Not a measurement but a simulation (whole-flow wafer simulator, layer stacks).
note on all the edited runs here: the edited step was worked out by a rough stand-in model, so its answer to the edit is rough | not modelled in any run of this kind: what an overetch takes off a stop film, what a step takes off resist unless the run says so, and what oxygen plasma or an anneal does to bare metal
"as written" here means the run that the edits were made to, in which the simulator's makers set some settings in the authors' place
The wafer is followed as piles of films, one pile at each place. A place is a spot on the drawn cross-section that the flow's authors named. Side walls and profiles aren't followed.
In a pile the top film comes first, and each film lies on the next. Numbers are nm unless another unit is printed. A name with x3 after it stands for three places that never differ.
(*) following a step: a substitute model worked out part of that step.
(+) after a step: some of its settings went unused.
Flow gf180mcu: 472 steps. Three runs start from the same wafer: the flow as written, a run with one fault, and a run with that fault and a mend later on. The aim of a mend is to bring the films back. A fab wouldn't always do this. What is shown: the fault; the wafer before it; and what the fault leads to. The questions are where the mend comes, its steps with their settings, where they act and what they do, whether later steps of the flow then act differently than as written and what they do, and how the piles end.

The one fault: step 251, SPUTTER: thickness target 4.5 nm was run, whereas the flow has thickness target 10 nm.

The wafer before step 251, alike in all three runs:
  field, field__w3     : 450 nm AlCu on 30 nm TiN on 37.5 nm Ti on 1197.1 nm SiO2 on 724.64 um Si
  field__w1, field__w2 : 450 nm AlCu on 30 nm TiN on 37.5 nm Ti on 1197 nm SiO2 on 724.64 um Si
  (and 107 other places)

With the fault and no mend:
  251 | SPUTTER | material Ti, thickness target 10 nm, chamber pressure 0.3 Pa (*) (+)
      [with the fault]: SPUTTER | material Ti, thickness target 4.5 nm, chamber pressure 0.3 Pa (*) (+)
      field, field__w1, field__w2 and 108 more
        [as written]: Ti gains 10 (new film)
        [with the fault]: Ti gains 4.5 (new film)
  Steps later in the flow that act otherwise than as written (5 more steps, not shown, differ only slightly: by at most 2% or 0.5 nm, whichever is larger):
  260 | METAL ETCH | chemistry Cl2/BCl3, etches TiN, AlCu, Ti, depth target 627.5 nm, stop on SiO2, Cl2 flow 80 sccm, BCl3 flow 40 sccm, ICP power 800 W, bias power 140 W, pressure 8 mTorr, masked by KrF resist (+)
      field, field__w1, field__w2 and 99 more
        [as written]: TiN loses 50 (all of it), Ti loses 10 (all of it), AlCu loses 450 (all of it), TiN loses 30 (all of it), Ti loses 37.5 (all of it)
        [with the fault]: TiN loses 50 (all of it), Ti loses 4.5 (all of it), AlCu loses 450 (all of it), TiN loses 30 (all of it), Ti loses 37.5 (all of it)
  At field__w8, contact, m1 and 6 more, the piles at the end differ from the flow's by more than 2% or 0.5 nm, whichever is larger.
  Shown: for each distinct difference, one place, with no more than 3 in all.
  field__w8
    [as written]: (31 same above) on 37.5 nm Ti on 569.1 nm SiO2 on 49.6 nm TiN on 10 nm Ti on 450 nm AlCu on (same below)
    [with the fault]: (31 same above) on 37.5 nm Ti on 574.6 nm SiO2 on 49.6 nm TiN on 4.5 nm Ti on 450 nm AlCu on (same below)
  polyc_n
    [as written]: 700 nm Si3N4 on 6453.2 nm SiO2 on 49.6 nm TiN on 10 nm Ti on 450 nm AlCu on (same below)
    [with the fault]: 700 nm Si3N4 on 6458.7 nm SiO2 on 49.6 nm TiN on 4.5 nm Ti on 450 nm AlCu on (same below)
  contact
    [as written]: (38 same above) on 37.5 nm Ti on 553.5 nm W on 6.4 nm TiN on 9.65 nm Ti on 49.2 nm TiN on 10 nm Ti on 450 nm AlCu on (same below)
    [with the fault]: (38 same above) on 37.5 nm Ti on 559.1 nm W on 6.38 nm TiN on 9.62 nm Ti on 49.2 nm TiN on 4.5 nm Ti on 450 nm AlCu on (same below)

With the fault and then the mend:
  After step 251 comes the mend.
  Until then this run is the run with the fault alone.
  251a | SPUTTER | material Ti, thickness target 5.5 nm, chamber pressure 0.3 Pa (*) (+) (the flow's step 251, run once more with other settings)
      field, field__w1, field__w2 and 108 more
        Ti gains 5.5
  None of the later steps of the flow acts differently than as written at any place that is followed.
  At every place that both follow, the piles at the end match the flow's.
